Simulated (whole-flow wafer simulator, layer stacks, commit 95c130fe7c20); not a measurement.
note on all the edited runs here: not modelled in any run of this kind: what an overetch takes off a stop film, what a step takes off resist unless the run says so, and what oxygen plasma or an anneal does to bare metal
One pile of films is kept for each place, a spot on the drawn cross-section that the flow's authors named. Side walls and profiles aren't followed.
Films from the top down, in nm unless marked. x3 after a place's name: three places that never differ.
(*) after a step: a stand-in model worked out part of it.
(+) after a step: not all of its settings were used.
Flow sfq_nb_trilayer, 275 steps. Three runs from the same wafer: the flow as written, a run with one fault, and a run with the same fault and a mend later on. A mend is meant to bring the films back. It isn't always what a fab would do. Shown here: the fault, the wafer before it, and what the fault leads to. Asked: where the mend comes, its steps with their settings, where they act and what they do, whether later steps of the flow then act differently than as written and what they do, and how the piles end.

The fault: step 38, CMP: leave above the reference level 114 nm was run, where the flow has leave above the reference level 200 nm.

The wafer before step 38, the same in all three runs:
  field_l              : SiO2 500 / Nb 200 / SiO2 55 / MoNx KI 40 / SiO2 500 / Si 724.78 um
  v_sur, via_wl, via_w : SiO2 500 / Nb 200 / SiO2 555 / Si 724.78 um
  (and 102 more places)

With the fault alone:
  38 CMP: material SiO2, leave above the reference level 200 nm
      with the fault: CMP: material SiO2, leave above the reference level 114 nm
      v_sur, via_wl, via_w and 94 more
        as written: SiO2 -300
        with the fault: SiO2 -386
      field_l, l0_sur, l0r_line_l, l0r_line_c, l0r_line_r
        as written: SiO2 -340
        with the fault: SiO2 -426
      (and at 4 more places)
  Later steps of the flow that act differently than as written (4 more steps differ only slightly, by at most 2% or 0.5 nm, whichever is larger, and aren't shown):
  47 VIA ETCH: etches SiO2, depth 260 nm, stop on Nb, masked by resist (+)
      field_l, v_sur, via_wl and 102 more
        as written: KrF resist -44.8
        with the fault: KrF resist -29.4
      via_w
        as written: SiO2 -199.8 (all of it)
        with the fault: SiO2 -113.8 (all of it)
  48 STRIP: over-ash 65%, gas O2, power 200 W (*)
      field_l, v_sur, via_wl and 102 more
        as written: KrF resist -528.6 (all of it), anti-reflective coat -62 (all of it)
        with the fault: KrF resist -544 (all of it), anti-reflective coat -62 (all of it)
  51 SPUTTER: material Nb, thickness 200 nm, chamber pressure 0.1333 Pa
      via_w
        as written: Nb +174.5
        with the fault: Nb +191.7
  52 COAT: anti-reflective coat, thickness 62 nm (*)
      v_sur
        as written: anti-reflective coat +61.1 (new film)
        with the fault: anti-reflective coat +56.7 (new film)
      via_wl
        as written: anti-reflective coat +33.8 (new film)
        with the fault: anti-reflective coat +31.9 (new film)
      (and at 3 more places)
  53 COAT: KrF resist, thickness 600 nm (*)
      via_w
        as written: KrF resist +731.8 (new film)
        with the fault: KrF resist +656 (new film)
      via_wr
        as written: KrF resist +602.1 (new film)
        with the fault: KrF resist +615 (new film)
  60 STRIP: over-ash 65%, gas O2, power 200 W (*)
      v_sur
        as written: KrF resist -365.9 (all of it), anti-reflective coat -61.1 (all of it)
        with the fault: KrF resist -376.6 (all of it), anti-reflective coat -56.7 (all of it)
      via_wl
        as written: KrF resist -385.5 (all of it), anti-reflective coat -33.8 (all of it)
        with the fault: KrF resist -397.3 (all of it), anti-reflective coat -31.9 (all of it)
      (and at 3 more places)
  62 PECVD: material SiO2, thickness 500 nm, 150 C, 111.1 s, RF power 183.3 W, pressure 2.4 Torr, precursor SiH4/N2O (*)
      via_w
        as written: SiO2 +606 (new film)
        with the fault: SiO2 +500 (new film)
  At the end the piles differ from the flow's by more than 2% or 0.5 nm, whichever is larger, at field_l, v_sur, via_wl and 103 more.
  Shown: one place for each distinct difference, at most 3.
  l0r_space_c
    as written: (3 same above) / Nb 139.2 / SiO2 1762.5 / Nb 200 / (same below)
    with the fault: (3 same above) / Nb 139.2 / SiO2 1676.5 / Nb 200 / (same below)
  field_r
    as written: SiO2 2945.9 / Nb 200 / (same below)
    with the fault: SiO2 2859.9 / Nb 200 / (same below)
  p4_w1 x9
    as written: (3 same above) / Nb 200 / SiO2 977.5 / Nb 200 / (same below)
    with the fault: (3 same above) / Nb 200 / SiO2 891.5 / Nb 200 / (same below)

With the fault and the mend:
  The mend comes after step 39.
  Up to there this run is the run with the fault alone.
  39a PECVD: material SiO2, thickness 86 nm, 150 C, 19.11 s, RF power 183.3 W, pressure 2.4 Torr, precursor SiH4/N2O (the flow's step 37 once more, with other settings)
      field_l, v_sur, via_wl and 103 more
        SiO2 +86
  No later step of the flow acts differently than as written at any place that is followed.
  At the end the piles are the same as the flow's at every place that both follow.
